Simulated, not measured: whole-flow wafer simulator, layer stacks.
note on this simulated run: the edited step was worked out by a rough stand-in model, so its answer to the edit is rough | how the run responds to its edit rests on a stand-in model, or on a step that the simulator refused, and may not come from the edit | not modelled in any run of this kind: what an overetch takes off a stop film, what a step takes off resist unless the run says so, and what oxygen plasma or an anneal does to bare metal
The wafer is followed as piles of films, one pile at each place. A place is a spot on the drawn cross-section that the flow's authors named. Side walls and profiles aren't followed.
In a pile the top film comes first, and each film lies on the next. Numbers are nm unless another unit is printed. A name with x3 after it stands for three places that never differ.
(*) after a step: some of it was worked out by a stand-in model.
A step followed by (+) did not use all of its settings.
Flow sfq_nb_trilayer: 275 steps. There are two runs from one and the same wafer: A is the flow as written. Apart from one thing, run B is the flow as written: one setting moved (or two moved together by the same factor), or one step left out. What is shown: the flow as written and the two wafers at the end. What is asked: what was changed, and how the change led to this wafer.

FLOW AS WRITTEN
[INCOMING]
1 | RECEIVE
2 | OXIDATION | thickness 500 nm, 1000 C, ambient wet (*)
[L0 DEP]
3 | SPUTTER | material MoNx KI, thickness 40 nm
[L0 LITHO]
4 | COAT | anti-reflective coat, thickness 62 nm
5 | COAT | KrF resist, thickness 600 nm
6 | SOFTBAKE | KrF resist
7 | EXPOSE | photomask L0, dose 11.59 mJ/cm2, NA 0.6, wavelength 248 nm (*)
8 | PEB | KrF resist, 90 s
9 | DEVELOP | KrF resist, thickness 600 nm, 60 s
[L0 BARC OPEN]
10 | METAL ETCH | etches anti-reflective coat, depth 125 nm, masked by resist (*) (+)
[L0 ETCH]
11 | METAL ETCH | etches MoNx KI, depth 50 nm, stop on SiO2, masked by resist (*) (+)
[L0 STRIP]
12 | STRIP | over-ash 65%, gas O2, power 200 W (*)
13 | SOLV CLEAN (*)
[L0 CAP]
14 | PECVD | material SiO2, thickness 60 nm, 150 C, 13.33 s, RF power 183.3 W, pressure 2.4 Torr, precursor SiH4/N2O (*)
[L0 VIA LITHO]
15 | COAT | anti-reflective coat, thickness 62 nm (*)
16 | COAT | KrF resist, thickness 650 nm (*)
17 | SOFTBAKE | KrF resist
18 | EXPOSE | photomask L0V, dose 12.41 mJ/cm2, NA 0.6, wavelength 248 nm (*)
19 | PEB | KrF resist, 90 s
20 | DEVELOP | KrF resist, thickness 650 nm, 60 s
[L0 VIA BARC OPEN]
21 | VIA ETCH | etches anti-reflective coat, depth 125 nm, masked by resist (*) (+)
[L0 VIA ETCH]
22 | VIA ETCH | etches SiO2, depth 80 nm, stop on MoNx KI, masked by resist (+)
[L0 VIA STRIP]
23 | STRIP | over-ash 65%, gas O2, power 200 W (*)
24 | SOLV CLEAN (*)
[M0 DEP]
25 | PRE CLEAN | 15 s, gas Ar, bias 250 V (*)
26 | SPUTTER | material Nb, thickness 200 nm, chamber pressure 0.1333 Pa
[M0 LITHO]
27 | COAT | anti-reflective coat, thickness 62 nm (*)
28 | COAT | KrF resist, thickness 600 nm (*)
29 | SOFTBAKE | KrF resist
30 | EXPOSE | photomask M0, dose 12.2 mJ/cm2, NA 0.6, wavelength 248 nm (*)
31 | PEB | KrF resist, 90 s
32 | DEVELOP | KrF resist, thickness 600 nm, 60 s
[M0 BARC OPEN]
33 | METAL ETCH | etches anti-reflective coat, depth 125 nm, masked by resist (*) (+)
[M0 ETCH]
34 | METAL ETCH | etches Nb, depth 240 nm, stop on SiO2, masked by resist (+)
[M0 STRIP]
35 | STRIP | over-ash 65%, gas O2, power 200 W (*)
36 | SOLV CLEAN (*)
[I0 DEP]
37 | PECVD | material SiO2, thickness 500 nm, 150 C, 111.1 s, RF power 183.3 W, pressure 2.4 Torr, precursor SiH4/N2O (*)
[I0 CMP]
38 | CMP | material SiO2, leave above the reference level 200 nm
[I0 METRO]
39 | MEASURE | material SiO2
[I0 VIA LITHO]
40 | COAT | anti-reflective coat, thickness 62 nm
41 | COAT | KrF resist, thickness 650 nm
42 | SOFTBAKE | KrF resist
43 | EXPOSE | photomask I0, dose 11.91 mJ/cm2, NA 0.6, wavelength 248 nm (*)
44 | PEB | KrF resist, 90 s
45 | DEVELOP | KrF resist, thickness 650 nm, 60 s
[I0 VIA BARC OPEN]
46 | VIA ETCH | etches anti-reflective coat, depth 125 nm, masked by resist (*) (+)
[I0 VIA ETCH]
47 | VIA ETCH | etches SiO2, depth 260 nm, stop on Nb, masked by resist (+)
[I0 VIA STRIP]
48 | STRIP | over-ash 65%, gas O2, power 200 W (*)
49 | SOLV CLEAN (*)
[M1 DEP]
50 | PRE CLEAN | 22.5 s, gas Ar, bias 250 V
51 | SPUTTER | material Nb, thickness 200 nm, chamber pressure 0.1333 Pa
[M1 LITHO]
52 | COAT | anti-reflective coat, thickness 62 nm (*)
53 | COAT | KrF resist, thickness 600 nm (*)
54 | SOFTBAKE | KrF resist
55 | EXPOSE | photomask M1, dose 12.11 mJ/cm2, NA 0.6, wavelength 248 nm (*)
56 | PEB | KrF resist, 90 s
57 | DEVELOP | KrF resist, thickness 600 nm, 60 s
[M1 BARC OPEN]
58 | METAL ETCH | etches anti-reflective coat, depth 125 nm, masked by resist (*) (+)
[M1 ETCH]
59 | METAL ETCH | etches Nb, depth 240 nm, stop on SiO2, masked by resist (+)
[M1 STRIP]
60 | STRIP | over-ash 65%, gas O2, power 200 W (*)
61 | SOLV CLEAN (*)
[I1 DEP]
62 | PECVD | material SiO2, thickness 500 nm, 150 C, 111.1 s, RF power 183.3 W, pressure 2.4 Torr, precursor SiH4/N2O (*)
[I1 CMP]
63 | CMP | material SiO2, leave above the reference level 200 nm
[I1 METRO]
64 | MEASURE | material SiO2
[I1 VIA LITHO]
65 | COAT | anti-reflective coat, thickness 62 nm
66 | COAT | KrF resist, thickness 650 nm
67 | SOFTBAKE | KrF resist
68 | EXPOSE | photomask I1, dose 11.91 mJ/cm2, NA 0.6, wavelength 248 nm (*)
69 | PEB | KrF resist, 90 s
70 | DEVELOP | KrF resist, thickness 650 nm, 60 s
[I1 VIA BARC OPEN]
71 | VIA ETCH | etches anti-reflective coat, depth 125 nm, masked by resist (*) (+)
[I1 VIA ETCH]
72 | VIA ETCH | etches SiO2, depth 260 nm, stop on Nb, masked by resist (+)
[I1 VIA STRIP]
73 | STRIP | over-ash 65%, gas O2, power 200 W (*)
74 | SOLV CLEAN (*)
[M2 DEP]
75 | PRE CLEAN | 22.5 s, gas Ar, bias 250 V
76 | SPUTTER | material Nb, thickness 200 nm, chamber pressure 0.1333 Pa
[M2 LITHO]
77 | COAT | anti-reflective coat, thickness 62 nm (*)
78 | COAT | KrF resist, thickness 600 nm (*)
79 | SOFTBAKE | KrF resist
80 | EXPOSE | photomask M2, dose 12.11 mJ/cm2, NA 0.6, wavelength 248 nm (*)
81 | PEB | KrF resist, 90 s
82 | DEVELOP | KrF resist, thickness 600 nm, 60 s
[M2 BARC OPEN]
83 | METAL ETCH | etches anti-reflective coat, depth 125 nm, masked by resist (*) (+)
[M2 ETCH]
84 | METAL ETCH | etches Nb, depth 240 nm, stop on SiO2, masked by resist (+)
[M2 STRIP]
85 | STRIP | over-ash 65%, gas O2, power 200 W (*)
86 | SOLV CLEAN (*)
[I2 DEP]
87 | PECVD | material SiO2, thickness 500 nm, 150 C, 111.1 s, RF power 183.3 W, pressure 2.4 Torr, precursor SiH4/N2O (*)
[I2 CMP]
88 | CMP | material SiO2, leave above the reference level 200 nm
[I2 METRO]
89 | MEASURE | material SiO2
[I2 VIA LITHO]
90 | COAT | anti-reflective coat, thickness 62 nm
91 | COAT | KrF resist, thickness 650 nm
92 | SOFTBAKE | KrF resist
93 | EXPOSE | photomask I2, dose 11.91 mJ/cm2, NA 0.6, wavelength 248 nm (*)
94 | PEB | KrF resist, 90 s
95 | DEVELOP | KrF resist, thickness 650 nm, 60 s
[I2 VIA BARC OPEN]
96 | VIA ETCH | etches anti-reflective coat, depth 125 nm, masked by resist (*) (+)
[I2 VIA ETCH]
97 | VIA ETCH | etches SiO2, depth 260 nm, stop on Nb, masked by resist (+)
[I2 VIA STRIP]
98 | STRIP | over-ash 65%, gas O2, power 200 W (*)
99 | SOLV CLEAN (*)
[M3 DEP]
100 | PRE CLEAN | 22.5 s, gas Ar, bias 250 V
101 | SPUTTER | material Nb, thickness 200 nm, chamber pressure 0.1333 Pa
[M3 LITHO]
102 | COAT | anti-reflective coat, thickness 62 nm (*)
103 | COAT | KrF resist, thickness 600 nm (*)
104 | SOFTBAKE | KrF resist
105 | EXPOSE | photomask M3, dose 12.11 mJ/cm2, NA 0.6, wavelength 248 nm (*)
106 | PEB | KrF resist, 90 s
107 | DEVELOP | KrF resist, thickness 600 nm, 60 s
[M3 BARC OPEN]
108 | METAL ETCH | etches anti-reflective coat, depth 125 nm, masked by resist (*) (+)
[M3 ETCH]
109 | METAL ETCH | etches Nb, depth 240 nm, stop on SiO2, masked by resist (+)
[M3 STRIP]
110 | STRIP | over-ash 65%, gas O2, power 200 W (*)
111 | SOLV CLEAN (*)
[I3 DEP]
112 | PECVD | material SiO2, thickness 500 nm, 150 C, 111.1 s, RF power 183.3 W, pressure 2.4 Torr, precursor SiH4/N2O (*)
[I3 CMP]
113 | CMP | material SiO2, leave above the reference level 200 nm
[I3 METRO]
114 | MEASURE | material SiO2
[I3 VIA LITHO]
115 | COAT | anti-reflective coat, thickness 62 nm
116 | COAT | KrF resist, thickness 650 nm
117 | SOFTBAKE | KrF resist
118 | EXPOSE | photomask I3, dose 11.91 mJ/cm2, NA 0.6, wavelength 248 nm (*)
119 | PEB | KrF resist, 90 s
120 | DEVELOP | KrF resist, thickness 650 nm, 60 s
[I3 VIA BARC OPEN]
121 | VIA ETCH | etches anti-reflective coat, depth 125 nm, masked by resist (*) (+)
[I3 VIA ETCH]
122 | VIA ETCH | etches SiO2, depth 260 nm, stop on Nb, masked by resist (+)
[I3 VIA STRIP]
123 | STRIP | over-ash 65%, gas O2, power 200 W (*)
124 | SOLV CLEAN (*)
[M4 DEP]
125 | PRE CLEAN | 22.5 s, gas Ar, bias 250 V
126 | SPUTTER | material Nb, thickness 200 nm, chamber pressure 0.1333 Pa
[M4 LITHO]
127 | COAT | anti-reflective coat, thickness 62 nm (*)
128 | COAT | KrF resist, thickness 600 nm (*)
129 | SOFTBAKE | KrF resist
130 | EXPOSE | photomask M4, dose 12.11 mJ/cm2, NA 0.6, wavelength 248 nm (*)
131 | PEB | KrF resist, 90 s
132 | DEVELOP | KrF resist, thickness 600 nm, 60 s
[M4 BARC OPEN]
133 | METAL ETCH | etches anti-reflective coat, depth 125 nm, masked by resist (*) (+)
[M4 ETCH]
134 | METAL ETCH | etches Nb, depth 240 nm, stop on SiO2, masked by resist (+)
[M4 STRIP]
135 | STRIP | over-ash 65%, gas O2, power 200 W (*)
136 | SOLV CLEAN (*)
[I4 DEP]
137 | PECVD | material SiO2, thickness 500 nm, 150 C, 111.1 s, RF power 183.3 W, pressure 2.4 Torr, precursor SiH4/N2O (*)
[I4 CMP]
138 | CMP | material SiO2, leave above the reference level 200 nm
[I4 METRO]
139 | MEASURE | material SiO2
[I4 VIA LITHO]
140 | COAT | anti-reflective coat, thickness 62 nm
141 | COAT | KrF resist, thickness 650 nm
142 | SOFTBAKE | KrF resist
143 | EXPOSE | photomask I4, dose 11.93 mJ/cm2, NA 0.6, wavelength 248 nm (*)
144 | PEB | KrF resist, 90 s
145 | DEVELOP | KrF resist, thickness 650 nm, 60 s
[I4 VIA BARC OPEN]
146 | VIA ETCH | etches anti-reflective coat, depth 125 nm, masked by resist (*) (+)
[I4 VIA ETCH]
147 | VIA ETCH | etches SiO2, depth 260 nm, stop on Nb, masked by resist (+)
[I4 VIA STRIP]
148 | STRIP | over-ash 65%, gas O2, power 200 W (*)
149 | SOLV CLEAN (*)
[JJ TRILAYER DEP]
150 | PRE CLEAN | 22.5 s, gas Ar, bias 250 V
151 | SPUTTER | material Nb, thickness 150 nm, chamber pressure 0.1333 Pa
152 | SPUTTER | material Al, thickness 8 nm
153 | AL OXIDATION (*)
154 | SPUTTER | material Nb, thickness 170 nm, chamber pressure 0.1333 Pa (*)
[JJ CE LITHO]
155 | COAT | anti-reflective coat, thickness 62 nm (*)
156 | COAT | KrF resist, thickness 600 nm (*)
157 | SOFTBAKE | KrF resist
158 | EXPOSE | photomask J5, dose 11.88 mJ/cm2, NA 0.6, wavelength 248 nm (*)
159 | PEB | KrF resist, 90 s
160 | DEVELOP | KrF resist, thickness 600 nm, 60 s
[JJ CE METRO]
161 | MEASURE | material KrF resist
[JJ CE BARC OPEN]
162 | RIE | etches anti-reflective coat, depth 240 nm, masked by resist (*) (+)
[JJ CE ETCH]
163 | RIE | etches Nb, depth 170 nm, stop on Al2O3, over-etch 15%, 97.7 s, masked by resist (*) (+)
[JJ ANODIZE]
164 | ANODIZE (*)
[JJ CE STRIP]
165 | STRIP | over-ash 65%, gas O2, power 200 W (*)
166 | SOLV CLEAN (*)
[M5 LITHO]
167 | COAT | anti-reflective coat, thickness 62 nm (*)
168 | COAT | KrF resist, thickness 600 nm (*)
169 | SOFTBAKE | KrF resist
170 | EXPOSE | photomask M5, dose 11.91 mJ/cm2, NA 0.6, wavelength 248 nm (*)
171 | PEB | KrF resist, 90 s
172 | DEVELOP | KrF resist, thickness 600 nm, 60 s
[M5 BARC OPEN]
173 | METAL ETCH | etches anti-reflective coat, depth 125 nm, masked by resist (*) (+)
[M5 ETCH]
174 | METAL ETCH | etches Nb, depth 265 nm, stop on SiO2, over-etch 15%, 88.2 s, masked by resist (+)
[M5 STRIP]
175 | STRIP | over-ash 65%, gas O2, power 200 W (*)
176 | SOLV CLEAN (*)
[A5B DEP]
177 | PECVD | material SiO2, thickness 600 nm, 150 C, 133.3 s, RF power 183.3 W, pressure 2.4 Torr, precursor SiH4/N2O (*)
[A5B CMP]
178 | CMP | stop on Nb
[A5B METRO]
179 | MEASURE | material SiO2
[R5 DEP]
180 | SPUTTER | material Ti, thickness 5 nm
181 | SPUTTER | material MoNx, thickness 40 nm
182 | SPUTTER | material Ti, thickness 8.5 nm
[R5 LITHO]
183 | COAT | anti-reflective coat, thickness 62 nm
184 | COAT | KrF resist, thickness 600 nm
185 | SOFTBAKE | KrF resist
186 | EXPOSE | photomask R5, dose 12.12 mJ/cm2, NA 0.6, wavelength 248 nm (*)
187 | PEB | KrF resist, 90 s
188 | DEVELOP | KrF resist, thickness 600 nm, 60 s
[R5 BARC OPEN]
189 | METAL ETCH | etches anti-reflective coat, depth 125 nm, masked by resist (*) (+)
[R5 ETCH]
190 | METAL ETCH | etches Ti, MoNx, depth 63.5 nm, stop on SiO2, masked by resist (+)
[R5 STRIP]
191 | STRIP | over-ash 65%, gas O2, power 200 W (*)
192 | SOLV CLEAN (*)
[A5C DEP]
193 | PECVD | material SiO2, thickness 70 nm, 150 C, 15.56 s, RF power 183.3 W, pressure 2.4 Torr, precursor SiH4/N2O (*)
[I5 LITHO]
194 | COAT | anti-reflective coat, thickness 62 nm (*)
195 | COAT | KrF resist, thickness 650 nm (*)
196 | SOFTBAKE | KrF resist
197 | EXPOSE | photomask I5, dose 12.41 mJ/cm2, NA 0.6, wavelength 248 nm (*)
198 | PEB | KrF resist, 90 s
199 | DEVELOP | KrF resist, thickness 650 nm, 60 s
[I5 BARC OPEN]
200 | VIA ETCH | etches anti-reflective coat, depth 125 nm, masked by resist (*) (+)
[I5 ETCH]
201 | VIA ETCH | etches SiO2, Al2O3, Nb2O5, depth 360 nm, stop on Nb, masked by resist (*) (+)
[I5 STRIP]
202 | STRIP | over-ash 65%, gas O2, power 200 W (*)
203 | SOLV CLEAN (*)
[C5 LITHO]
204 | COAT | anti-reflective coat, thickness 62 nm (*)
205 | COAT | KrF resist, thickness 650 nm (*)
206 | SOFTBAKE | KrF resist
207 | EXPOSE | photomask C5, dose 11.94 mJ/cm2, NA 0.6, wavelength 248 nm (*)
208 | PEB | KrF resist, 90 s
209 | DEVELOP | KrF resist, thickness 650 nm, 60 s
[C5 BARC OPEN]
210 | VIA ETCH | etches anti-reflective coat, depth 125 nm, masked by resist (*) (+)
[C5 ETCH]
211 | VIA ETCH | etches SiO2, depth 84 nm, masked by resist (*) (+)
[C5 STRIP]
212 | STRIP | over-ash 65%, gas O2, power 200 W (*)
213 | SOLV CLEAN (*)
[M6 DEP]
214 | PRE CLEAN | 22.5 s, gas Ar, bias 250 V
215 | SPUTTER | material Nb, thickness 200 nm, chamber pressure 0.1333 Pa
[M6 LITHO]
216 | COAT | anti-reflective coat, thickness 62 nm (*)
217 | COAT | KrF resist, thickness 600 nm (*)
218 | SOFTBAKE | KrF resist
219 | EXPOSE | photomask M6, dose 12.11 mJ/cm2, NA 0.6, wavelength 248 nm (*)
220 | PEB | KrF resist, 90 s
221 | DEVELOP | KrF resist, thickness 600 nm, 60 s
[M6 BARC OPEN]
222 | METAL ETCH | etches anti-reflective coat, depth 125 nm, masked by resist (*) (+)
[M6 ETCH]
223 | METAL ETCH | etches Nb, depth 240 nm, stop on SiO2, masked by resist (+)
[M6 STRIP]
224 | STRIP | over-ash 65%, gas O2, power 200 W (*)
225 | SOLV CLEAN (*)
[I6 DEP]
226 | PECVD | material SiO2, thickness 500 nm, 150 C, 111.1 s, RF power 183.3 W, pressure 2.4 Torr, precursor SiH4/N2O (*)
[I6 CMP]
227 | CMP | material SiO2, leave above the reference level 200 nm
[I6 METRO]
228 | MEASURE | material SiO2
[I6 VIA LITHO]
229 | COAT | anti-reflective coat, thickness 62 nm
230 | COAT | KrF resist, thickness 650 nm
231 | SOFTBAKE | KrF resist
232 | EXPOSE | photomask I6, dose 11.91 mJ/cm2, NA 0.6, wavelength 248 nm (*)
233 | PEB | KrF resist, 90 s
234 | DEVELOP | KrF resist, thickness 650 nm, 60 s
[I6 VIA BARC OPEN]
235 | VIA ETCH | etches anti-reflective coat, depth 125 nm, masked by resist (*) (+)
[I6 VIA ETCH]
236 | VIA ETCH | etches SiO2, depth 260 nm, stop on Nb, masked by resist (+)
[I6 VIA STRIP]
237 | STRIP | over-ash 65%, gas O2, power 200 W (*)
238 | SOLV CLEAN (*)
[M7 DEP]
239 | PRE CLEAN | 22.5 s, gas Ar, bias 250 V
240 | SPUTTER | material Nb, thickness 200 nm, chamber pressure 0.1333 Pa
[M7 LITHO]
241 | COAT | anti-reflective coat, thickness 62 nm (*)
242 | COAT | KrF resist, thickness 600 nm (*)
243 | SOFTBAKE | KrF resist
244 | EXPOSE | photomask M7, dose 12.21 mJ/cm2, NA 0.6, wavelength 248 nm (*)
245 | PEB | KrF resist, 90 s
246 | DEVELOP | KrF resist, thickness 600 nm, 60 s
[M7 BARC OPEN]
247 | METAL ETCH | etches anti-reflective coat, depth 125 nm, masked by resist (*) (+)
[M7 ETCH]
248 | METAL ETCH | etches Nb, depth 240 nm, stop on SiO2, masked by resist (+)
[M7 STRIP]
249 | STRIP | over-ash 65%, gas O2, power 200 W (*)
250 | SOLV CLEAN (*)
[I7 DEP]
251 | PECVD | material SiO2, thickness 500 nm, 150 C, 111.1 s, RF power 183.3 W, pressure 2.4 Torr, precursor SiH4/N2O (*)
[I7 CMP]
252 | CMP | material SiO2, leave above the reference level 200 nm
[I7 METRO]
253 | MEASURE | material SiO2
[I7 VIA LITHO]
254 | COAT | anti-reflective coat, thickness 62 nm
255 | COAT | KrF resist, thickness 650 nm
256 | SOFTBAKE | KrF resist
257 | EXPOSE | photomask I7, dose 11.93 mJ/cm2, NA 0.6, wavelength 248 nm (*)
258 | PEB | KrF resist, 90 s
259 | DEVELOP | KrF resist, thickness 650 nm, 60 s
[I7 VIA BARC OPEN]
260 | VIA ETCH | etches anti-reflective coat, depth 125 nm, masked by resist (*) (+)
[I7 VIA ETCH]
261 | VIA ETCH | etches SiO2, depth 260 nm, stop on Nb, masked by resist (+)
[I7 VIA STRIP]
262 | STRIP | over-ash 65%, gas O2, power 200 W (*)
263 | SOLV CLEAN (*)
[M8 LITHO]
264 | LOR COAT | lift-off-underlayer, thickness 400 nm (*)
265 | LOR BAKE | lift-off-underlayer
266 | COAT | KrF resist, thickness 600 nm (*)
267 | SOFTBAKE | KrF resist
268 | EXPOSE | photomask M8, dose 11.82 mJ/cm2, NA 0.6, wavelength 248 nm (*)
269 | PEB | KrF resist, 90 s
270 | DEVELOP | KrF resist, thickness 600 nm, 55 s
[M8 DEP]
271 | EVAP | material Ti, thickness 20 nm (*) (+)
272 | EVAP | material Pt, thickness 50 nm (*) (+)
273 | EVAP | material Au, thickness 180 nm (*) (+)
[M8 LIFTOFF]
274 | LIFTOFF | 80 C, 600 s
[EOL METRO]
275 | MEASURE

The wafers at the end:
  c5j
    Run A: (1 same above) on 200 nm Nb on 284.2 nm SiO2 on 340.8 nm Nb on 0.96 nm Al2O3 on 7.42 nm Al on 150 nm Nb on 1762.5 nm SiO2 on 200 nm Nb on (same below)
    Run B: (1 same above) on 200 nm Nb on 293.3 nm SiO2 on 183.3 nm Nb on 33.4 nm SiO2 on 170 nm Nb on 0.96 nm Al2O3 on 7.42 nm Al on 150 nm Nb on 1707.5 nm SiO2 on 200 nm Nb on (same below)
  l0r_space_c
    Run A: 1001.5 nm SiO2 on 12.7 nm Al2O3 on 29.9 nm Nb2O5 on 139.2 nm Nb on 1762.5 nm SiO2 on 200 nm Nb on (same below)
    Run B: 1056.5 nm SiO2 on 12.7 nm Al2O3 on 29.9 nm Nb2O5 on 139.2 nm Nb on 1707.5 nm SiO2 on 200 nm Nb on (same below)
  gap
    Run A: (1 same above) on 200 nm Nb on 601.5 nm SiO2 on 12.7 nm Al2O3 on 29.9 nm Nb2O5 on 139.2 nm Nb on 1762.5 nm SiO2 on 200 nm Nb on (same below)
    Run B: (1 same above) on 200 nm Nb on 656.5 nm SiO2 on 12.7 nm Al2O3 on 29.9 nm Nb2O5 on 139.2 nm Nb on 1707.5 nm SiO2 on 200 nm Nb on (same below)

The reason: step 137, PECVD: thickness 345 nm was run, though the flow has thickness 500 nm; step 137, PECVD: 76.67 s was run, where the flow has 111.1 s.

How this came from the change, step by step:
  137 | PECVD | material SiO2, thickness 500 nm, 150 C, 111.1 s, RF power 183.3 W, pressure 2.4 Torr, precursor SiH4/N2O (*)
      field_l, be, be_sur and 55 more: A +500 SiO2 | B +345 SiO2
      v_sur, via_wl, via_w and 35 more: A +500 SiO2 (new film) | B +345 SiO2 (new film)
      (as well as at 10 more places)
  138 | CMP | material SiO2, leave above the reference level 200 nm
      field_l, be, be_sur and 55 more: A -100 SiO2 | B nothing
      p3_s0, p3_s1, p3_s2, p3_s3, p3_s4, p3_s5: A -157.1 SiO2 | B nothing
      (as well as at 42 more places)
  140 | COAT | anti-reflective coat, thickness 62 nm
      m0r_line_l, m0r_line_r, m5r_line_l, m6r_line_l, m6r_line_r, m7r_line_l, m7r_line_r: A +62 anti-reflective coat (new film) | B +63.5 anti-reflective coat (new film)
      m0r_space_l, m0r_space_r, m6r_space_l, m6r_space_r, m7r_space_l, m7r_space_r: A +62 anti-reflective coat (new film) | B +69.9 anti-reflective coat (new film)
      (as well as at 69 more places)
  141 | COAT | KrF resist, thickness 650 nm
      p3_l2, p3_l3: A +650 KrF resist (new film) | B +635.1 KrF resist (new film)
      v_sur: A +650 KrF resist (new film) | B +630.5 KrF resist (new film)
      (as well as at 21 more places)
  145 | DEVELOP | KrF resist, thickness 650 nm, 60 s
      via_wl: A -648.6 KrF resist (all of it) | B -626.7 KrF resist (all of it)
      via_w: A -648.6 KrF resist (all of it) | B -629.7 KrF resist (all of it)
      (as well as at 1 more place)
  146 | VIA ETCH | etches anti-reflective coat, depth 125 nm, masked by resist (*) (+)
      field_l, v_sur, via_sp and 100 more: A -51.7 KrF resist | B -48.3 KrF resist
      via_wl, via_wr: A -62 anti-reflective coat (all of it), -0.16 SiO2 | B -57.9 anti-reflective coat (all of it), -0.14 SiO2
      (as well as at 1 more place)
  148 | STRIP | over-ash 65%, gas O2, power 200 W (*)
      m0r_line_l, m0r_line_r, m6r_line_l, m6r_line_r, m7r_line_l, m7r_line_r: A -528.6 KrF resist (all of it), -62 anti-reflective coat (all of it) | B -542.4 KrF resist (all of it), -63.5 anti-reflective coat (all of it)
      m0r_space_l, m0r_space_r, m6r_space_l, m6r_space_r, m7r_space_l, m7r_space_r: A -528.6 KrF resist (all of it), -62 anti-reflective coat (all of it) | B -538.1 KrF resist (all of it), -69.9 anti-reflective coat (all of it)
      (as well as at 70 more places)
  151 | SPUTTER | material Nb, thickness 150 nm, chamber pressure 0.1333 Pa
      be, lsp_l: A +150 Nb (new film) | B +146 Nb (new film)
  154 | SPUTTER | material Nb, thickness 170 nm, chamber pressure 0.1333 Pa (*)
      be, lsp_l: A +170 Nb (new film) | B +165.1 Nb (new film)
  155 | COAT | anti-reflective coat, thickness 62 nm (*)
      m0r_line_l, m0r_line_r, m5r_line_l and 6 more: A +62 anti-reflective coat (new film) | B +63.3 anti-reflective coat (new film)
      m0r_space_l, m0r_space_r, m6r_space_l, m6r_space_r, m7r_space_l, m7r_space_r: A +62 anti-reflective coat (new film) | B +68.6 anti-reflective coat (new film)
      (as well as at 65 more places)
  156 | COAT | KrF resist, thickness 600 nm (*)
      ln_m5, ln_m6: A +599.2 KrF resist (new film) | B +575.7 KrF resist (new film)
      v_sur: A +588.2 KrF resist (new film) | B +563.4 KrF resist (new film)
      (as well as at 23 more places)
  160 | DEVELOP | KrF resist, thickness 600 nm, 60 s
      ln_m5, ln_m6: A -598 KrF resist (all of it) | B -574.5 KrF resist (all of it)
      p3_l2, p3_l3: A -598.7 KrF resist (all of it) | B -582.2 KrF resist (all of it)
      (as well as at 22 more places)
  162 | RIE | etches anti-reflective coat, depth 240 nm, masked by resist (*) (+)
      m0r_line_l, m0r_line_r, m5r_line_l and 6 more: A -62 anti-reflective coat (all of it) | B -63.3 anti-reflective coat (all of it)
      m0r_space_l, m0r_space_r, m6r_space_l, m6r_space_r, m7r_space_l, m7r_space_r: A -62 anti-reflective coat (all of it) | B -68.6 anti-reflective coat (all of it)
      (as well as at 64 more places)
  163 | RIE | etches Nb, depth 170 nm, stop on Al2O3, over-etch 15%, 97.7 s, masked by resist (*) (+)
      be, lsp_l: A -170 Nb (all of it), -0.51 Al2O3 | B -165.1 Nb (all of it), -0.61 Al2O3
  164 | ANODIZE (*)
      be, lsp_l: A +12.2 Al2O3, +29.9 Nb2O5 (new film), -7.42 Al (all of it), -10.8 Nb | B +11.9 Al2O3, +30.8 Nb2O5 (new film), -7.2 Al (all of it), -11.1 Nb
      via_v: A +12.2 Al2O3, +29.9 Nb2O5 (new film), -7.42 Al (all of it), -10.8 Nb | B +11.7 Al2O3, +31 Nb2O5 (new film), -7.08 Al (all of it), -11.2 Nb
  165 | STRIP | over-ash 65%, gas O2, power 200 W (*)
      ce_l: A -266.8 KrF resist (all of it), -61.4 anti-reflective coat (all of it) | B -272.5 KrF resist (all of it), -62.3 anti-reflective coat (all of it)
      c5j: A -266.9 KrF resist (all of it), -61.5 anti-reflective coat (all of it) | B -272.4 KrF resist (all of it), -62.3 anti-reflective coat (all of it)
      (as well as at 1 more place)
  ... another 42 steps ...
  274 | LIFTOFF | 80 C, 600 s
      be: A -180 Au (all of it), -50 Pt (all of it), -20 Ti (all of it), -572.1 KrF resist (all of it), -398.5 lift-off-underlayer (all of it) | B -180 Au (all of it), -50 Pt (all of it), -20 Ti (all of it), -600.4 KrF resist (all of it), -651.7 lift-off-underlayer (all of it)
      be_sur: A -180 Au (all of it), -50 Pt (all of it), -20 Ti (all of it), -572.6 KrF resist (all of it), -398.9 lift-off-underlayer (all of it) | B -180 Au (all of it), -50 Pt (all of it), -20 Ti (all of it), -582.5 KrF resist (all of it), -377 lift-off-underlayer (all of it)
With metal films that touch counted as one body, c5j has 5 bodies (between them, from the top down: SiO2 293.3; SiO2 33.4; Al2O3 0.96; SiO2 1707.5); the flow as written gives 4 bodies (between them, from the top down: SiO2 284.2; Al2O3 0.96; SiO2 1762.5).
